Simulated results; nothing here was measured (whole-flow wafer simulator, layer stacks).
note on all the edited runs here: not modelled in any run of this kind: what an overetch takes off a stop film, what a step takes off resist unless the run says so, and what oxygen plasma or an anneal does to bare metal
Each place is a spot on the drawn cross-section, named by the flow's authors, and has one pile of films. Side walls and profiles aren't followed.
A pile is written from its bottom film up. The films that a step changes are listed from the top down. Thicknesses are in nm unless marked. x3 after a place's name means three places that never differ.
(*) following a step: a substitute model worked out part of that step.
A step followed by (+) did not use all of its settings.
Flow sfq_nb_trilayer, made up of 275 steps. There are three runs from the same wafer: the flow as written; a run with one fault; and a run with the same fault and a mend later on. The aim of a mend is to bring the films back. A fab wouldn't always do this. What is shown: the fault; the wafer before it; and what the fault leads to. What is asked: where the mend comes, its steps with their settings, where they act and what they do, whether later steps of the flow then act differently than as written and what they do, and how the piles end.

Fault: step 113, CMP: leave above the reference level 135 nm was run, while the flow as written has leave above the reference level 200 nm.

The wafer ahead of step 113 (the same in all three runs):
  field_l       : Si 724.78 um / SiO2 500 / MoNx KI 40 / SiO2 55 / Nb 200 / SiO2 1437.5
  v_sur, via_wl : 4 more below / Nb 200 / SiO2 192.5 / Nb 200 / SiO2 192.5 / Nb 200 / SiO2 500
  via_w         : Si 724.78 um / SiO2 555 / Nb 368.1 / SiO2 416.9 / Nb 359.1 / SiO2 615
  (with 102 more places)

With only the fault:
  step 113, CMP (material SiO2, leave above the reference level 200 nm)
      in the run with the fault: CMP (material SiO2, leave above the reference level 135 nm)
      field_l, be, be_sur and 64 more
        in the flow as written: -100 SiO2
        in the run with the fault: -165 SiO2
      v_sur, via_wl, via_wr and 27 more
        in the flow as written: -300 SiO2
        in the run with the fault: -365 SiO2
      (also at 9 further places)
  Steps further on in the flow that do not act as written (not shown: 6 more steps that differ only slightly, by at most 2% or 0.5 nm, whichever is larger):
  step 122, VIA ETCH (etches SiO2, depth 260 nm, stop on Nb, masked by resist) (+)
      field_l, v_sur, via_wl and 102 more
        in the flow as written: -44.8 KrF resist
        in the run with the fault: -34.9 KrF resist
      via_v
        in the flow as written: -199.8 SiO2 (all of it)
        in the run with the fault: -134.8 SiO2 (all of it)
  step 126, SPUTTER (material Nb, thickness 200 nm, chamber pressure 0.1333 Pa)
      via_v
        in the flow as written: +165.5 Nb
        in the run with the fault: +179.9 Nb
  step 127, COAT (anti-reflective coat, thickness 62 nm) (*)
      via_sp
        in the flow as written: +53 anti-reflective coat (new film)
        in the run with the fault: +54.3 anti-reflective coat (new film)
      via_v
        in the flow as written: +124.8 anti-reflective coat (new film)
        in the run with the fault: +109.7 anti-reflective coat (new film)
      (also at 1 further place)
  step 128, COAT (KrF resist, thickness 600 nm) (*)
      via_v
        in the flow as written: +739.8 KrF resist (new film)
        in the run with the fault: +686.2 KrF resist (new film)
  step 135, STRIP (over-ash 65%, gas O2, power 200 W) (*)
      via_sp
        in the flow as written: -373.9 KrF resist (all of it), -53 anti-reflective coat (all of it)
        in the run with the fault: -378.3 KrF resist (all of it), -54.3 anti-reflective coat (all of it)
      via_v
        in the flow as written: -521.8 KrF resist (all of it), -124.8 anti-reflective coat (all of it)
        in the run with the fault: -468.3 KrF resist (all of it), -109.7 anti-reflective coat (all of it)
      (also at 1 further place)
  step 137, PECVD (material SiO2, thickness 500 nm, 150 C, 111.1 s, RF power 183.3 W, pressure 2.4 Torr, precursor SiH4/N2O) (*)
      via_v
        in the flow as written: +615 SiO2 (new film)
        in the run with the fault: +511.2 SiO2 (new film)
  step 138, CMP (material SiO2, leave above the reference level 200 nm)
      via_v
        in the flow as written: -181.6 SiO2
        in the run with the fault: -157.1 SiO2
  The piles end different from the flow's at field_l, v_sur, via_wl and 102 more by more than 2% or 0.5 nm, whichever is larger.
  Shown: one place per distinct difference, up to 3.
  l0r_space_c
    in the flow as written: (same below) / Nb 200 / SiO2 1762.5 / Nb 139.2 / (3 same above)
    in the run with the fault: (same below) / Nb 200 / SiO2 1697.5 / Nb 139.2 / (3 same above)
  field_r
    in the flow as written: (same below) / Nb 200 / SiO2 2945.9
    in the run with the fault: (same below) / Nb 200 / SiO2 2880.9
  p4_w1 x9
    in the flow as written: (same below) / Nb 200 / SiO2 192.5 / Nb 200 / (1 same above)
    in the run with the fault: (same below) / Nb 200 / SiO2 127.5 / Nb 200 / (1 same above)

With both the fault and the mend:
  After step 114 comes the mend.
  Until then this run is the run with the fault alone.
  step 114a, PECVD (material SiO2, thickness 65 nm, 150 C, 14.44 s, RF power 183.3 W, pressure 2.4 Torr, precursor SiH4/N2O) (a further turn of the flow's step 112, with different settings)
      field_l, v_sur, via_wl and 103 more
        +65 SiO2
  Every later step of the flow that is run acts as written, at every place that is followed, to within 2% or 0.5 nm, whichever is larger.
  At every place that both follow, the piles at the end match the flow's.
